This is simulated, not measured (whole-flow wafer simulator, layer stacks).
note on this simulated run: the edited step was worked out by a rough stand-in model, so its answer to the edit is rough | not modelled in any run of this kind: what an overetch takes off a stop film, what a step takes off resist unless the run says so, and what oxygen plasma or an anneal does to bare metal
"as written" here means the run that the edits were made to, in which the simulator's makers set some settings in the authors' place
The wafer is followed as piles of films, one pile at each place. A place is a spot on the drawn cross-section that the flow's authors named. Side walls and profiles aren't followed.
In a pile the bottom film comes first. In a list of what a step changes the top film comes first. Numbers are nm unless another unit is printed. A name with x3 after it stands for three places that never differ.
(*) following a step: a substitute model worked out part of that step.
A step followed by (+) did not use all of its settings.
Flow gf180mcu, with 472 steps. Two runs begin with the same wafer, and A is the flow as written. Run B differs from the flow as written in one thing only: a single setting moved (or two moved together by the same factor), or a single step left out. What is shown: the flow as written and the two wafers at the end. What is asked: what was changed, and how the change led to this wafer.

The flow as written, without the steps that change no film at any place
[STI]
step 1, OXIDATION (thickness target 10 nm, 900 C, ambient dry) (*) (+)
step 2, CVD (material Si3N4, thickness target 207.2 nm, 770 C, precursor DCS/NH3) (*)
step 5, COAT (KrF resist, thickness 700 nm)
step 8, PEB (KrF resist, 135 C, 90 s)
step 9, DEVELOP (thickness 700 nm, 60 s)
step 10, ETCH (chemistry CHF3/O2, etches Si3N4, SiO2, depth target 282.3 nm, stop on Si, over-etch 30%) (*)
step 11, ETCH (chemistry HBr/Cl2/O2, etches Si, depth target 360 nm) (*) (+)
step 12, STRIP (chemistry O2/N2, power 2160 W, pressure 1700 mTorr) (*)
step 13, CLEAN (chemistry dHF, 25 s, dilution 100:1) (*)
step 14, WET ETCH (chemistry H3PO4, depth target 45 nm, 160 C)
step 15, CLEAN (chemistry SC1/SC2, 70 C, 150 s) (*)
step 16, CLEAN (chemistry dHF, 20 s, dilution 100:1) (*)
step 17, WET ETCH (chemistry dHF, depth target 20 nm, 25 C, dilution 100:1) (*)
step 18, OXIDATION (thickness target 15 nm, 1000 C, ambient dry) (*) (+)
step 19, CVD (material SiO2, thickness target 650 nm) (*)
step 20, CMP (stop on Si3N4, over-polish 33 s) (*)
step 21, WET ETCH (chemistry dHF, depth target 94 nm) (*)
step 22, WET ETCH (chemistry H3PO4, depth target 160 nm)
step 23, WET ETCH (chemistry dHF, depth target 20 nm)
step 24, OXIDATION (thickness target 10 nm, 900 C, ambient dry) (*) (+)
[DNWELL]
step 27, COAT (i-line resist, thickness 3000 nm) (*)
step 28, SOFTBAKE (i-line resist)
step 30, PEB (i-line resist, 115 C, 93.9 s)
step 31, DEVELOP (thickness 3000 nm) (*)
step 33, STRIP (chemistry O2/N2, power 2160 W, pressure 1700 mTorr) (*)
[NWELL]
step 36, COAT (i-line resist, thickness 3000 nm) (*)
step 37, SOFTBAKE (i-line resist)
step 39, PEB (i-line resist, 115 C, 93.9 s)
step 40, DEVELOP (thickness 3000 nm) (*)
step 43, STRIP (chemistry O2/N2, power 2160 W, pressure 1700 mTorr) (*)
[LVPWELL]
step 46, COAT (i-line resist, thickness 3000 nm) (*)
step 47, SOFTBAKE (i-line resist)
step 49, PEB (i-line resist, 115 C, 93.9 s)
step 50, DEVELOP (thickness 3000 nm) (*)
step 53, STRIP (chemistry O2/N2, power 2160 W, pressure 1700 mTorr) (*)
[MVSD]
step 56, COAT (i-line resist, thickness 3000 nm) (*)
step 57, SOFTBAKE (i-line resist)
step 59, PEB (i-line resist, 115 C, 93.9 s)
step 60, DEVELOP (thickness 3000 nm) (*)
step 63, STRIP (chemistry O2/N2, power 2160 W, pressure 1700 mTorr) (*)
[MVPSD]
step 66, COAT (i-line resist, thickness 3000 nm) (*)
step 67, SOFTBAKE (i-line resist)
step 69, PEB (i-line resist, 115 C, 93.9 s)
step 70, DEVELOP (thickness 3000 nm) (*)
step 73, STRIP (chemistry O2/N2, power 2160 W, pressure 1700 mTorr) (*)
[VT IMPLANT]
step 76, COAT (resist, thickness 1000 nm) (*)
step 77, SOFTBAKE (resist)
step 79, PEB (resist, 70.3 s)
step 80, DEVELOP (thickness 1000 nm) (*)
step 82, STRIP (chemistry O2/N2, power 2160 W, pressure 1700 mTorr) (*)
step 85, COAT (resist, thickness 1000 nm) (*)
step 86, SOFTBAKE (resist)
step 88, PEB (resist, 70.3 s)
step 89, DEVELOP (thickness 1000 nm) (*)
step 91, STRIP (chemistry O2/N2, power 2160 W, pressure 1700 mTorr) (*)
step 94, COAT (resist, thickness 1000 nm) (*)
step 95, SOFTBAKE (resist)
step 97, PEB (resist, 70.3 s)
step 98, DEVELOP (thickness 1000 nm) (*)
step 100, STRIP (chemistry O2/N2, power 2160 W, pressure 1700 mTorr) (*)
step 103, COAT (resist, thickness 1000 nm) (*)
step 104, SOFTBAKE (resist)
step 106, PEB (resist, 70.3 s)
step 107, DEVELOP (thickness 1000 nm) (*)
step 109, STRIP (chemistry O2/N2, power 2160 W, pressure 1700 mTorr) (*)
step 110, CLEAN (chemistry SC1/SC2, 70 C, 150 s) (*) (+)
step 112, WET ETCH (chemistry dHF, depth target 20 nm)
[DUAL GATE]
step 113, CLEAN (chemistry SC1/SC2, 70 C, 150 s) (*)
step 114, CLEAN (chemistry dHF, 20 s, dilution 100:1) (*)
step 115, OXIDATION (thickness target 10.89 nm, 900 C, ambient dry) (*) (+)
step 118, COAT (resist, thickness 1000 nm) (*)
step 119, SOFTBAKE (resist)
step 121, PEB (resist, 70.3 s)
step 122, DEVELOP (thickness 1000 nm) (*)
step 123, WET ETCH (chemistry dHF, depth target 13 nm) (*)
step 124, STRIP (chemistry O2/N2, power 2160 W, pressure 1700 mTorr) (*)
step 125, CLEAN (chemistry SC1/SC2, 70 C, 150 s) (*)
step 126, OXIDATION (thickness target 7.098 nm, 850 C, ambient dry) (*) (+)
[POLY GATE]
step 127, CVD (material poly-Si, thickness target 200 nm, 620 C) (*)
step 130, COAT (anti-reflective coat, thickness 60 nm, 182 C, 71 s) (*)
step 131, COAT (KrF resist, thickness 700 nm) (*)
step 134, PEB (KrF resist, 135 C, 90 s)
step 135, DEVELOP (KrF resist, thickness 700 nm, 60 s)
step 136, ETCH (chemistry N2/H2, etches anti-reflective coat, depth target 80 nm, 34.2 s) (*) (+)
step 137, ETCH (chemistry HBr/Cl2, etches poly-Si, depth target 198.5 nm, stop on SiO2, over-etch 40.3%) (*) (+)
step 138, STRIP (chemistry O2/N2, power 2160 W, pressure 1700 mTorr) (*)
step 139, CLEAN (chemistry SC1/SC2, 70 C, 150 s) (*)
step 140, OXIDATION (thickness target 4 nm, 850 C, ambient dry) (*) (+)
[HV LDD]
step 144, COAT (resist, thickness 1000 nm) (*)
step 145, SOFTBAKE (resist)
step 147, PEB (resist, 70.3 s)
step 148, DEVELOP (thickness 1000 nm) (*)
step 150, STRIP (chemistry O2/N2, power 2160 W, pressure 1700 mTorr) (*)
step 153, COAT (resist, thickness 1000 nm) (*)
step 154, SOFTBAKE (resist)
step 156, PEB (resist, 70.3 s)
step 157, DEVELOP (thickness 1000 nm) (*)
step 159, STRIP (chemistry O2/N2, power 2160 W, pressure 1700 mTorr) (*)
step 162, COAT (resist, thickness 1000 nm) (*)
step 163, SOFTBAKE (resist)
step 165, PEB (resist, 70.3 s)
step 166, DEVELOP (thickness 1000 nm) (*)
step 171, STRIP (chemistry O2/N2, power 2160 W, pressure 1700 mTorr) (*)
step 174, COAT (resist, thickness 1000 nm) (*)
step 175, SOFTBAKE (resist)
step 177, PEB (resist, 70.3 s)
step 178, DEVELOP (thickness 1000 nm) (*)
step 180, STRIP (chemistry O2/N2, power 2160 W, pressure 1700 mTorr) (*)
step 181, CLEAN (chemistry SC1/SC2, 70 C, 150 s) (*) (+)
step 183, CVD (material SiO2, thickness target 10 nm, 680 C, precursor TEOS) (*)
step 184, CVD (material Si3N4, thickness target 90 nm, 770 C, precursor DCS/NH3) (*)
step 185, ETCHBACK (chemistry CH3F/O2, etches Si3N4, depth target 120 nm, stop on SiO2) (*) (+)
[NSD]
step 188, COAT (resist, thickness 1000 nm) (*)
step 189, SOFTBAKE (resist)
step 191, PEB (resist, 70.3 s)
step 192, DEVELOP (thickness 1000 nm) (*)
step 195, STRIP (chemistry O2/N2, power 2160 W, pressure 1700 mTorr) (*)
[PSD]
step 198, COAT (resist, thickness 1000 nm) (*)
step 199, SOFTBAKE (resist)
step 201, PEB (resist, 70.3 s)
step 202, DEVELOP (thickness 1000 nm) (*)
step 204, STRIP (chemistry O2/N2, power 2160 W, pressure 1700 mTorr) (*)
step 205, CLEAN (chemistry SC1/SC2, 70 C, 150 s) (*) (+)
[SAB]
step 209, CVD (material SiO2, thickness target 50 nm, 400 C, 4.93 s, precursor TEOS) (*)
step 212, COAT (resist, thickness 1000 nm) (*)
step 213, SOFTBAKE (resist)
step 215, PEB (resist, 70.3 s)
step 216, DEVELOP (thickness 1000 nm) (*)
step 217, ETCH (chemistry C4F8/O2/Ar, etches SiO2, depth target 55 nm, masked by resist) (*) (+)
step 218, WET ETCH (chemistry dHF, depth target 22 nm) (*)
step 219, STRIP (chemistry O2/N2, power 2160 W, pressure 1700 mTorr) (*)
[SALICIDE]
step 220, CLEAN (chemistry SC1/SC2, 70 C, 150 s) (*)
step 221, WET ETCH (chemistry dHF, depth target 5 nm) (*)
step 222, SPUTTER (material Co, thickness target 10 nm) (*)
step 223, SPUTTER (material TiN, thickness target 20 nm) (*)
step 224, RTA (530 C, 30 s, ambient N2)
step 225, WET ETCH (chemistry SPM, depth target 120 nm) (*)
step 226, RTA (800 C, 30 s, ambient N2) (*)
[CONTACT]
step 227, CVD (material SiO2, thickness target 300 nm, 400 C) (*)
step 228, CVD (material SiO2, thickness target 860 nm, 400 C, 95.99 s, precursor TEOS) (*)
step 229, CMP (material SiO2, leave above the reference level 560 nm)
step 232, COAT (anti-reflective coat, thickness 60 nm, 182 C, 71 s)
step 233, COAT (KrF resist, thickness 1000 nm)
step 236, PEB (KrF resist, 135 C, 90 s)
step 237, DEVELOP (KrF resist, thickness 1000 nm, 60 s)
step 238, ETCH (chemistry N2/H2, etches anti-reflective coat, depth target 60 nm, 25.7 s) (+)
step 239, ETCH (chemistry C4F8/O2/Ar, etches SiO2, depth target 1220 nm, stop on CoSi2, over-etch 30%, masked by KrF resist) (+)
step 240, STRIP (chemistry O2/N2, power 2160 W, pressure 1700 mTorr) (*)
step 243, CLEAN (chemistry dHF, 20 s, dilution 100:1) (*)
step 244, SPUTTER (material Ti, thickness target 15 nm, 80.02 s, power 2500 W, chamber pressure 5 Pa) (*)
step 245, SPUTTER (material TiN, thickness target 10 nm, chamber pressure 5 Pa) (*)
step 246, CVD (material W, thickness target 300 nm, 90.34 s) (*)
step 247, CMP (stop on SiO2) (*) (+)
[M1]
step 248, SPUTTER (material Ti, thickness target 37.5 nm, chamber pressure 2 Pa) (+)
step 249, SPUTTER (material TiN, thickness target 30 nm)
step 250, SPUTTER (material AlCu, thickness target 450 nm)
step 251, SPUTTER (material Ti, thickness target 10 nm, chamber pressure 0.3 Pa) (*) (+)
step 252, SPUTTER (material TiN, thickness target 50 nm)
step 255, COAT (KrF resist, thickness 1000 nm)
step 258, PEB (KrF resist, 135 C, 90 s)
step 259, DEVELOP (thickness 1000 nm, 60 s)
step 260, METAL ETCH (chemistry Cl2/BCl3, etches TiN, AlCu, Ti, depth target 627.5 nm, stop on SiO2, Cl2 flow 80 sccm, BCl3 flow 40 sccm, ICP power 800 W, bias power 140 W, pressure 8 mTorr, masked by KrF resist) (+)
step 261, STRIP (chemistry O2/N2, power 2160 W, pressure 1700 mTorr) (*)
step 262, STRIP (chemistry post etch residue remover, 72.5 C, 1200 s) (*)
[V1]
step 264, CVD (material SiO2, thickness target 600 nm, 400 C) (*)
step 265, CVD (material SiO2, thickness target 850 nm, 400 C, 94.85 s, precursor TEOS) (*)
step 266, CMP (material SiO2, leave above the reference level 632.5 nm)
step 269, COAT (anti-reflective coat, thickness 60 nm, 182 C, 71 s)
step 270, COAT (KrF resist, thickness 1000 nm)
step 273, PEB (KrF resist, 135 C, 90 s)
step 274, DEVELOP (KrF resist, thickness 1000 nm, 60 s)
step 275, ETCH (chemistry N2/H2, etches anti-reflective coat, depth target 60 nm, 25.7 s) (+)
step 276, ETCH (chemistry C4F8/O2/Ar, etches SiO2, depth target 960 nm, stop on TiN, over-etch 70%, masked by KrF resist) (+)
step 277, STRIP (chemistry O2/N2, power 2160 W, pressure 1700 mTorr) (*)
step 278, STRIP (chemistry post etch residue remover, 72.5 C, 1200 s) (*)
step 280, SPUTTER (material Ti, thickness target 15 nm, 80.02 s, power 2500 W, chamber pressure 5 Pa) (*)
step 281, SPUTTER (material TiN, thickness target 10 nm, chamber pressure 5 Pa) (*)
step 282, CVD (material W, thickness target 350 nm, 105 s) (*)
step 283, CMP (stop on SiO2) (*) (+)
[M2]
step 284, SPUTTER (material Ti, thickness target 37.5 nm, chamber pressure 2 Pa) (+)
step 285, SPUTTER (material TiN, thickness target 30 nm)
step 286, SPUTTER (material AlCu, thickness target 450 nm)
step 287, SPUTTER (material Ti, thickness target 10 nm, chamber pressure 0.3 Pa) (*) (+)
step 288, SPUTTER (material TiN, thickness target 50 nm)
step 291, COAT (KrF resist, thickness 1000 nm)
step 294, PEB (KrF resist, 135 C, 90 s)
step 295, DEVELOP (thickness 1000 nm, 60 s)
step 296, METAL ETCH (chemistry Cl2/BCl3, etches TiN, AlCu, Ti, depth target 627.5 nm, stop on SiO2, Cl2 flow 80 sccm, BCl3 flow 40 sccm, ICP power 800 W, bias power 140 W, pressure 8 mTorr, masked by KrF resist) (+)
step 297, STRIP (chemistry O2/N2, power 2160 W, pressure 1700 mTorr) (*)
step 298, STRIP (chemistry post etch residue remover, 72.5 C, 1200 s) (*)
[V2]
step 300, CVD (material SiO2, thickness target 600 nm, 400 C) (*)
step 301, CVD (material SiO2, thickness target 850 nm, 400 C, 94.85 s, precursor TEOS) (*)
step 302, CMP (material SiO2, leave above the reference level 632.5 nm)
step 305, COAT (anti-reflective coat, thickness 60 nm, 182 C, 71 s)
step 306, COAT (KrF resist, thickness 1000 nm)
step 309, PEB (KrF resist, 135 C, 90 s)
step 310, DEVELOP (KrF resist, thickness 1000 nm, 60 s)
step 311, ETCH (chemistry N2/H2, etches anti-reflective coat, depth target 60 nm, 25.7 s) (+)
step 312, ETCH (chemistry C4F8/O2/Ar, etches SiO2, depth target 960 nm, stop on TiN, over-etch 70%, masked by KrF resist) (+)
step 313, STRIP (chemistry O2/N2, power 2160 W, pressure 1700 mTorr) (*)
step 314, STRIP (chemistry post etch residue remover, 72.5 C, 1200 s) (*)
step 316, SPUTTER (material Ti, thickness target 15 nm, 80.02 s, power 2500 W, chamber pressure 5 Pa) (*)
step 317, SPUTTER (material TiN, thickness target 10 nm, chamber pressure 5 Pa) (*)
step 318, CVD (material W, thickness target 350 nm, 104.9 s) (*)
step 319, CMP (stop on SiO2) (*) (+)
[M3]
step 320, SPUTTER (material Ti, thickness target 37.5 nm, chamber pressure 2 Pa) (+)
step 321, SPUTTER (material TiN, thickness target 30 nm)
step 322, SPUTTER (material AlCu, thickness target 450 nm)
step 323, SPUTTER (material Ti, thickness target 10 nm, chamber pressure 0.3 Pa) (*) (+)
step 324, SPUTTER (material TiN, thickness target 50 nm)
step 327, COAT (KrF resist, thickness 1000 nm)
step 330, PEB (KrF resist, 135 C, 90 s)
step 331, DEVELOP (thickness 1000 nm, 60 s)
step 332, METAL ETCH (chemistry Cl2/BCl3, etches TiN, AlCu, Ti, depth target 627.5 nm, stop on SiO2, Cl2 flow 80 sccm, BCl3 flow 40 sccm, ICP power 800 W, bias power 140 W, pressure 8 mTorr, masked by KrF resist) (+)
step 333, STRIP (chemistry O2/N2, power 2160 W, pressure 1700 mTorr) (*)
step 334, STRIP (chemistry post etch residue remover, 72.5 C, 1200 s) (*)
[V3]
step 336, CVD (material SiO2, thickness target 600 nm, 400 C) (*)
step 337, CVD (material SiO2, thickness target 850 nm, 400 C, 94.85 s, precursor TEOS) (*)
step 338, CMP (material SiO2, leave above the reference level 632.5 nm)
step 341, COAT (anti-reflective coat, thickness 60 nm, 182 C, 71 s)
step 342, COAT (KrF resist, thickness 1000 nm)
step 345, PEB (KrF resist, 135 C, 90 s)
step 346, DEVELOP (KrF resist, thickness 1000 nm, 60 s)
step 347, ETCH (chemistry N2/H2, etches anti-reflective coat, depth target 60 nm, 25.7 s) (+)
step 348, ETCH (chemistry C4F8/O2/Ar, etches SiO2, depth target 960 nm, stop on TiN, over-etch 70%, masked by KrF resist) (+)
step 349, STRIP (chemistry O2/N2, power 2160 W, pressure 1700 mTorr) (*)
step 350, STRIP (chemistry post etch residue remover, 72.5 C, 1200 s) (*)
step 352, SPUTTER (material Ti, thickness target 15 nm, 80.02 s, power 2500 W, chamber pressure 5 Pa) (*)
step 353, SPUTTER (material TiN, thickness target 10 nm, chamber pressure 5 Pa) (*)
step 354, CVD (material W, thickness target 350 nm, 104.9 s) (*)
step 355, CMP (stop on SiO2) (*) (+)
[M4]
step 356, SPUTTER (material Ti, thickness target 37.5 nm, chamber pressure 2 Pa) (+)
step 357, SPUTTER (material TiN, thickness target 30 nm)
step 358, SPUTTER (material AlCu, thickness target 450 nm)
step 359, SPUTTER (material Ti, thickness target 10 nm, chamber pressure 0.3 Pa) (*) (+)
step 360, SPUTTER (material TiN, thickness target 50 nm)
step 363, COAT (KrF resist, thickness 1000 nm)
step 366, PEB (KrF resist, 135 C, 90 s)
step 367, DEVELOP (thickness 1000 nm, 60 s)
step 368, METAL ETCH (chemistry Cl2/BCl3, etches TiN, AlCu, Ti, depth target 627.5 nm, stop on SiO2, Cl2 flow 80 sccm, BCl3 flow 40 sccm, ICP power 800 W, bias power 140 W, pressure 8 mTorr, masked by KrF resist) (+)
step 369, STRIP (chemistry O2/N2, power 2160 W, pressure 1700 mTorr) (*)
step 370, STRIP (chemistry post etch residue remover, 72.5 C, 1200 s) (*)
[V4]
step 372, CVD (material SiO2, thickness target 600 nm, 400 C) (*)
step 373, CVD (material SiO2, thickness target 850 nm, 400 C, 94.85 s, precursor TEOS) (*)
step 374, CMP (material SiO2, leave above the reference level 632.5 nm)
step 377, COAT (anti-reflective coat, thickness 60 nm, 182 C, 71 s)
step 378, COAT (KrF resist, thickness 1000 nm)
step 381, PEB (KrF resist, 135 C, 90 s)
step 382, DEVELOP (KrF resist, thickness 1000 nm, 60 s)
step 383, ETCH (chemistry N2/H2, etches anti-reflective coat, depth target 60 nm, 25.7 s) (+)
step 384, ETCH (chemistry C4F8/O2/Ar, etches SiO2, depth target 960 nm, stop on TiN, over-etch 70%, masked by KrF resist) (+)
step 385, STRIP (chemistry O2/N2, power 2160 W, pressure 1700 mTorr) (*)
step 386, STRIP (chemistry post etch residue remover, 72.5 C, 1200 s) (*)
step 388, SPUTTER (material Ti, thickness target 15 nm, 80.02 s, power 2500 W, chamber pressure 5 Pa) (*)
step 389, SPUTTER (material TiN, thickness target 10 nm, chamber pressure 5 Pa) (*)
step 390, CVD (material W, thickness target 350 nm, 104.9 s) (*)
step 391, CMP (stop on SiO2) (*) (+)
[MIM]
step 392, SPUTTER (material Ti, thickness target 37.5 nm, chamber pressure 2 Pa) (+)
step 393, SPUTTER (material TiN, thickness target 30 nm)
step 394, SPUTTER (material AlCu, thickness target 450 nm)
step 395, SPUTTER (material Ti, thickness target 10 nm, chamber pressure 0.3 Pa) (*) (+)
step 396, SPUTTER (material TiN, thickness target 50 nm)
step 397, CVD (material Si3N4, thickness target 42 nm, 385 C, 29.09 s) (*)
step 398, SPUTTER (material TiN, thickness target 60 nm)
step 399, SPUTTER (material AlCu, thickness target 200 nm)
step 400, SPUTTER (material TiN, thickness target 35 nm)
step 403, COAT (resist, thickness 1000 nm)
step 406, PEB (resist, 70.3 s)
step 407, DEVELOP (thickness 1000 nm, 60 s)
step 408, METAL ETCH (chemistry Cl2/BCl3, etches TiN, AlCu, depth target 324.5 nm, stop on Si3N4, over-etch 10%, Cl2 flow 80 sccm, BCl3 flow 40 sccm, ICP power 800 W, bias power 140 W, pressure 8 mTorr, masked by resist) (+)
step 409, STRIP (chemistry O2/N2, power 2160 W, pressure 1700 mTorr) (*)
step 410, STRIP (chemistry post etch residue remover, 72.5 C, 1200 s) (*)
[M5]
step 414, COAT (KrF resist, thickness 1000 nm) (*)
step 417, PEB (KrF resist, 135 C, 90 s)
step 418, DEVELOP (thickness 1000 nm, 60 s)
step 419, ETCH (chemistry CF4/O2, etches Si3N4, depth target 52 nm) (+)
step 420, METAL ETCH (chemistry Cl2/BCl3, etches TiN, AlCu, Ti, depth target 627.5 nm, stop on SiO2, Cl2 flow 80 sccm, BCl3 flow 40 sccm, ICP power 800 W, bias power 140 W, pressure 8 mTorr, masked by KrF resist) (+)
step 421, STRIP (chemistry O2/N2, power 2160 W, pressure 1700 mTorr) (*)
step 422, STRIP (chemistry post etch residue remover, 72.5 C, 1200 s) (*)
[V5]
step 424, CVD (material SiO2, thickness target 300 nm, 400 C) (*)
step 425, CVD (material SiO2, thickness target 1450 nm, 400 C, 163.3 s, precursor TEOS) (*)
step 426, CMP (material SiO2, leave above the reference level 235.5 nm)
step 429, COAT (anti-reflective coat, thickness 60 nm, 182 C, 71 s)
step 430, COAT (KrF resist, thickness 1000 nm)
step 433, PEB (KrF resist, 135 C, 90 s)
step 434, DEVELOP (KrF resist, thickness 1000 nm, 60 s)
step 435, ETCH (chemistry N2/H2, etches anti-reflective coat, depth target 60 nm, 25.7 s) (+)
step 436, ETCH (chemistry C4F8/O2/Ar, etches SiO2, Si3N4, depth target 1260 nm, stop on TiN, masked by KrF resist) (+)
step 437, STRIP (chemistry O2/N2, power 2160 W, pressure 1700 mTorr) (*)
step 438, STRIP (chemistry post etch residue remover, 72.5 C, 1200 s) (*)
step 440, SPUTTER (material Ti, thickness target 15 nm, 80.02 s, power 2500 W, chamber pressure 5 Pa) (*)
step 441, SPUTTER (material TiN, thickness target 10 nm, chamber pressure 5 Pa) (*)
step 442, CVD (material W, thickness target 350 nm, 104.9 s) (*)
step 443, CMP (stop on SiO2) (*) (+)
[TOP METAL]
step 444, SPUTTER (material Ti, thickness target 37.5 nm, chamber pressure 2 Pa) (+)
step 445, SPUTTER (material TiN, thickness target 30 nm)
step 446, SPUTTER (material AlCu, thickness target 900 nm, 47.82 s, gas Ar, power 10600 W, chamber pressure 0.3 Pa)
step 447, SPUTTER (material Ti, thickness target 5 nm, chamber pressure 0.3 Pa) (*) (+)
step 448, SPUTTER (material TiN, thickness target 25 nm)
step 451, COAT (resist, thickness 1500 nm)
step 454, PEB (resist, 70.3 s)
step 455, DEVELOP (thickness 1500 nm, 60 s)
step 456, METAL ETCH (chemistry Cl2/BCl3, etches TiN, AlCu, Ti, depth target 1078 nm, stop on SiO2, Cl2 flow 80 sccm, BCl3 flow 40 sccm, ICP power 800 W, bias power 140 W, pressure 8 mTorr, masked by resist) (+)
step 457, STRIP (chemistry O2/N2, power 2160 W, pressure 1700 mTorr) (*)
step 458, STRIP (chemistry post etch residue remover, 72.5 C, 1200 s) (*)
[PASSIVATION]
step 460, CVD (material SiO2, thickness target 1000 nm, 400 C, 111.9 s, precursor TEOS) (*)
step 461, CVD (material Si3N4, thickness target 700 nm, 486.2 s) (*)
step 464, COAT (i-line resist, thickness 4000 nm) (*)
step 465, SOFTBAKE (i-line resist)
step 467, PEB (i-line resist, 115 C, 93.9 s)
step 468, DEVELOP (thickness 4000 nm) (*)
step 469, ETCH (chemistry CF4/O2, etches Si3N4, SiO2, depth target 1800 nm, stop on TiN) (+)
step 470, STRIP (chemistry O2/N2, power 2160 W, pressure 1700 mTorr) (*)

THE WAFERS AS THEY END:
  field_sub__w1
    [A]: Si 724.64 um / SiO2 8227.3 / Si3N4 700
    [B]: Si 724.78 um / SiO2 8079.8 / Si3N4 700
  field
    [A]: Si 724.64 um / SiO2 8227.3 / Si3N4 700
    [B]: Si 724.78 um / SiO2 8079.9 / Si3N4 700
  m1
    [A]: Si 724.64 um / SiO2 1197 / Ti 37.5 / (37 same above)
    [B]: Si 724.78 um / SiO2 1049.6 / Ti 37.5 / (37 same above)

Cause: step 11, ETCH: depth target 212 nm was run, whereas the flow has depth target 360 nm.

How this came from the change, step by step:
  step 11, ETCH (chemistry HBr/Cl2/O2, etches Si, depth target 360 nm) (*) (+)
      active, n_well, p_well and 40 more: A -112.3 KrF resist | B -63 KrF resist
      field, field_sub, sti and 34 more: A -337 Si | B -189 Si
  step 12, STRIP (chemistry O2/N2, power 2160 W, pressure 1700 mTorr) (*)
      active, n_well, p_well and 40 more: A -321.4 KrF resist (all of it) | B -370.7 KrF resist (all of it)
  step 19, CVD (material SiO2, thickness target 650 nm) (*)
      m1, ld_fp_n, ld_drift_n and 8 more: A +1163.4 SiO2 | B +1015.4 SiO2
  step 20, CMP (stop on Si3N4, over-polish 33 s) (*)
      sti, mim_1p0, pad and 11 more: A -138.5 SiO2 | B -286.5 SiO2
      nw_enc_fld, nw_enc_fld_lv: A -142.5 SiO2 | B -290.5 SiO2
      (as well as at 10 more places)
  step 115, OXIDATION (thickness target 10.89 nm, 900 C, ambient dry) (*) (+)
      sti, mim_1p0, pad and 19 more: A +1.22 SiO2, -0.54 Si | B +1.75 SiO2, -0.77 Si
      field, field__w1, field__w2, field__w3, field__w6, field__w12, nw_sep_fld: A +1.25 SiO2, -0.55 Si | B +1.81 SiO2, -0.8 Si
      (as well as at 20 more places)
  step 189, SOFTBAKE (resist)
      field__w9: A +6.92 resist | B -3.07 resist
      active_hv: A +2.68 resist | B -0.5 resist
      (as well as at 1 more place)
  step 199, SOFTBAKE (resist)
      field__w9: A +6.92 resist | B -3.07 resist
      active_hv: A +2.68 resist | B -0.5 resist
      (as well as at 1 more place)
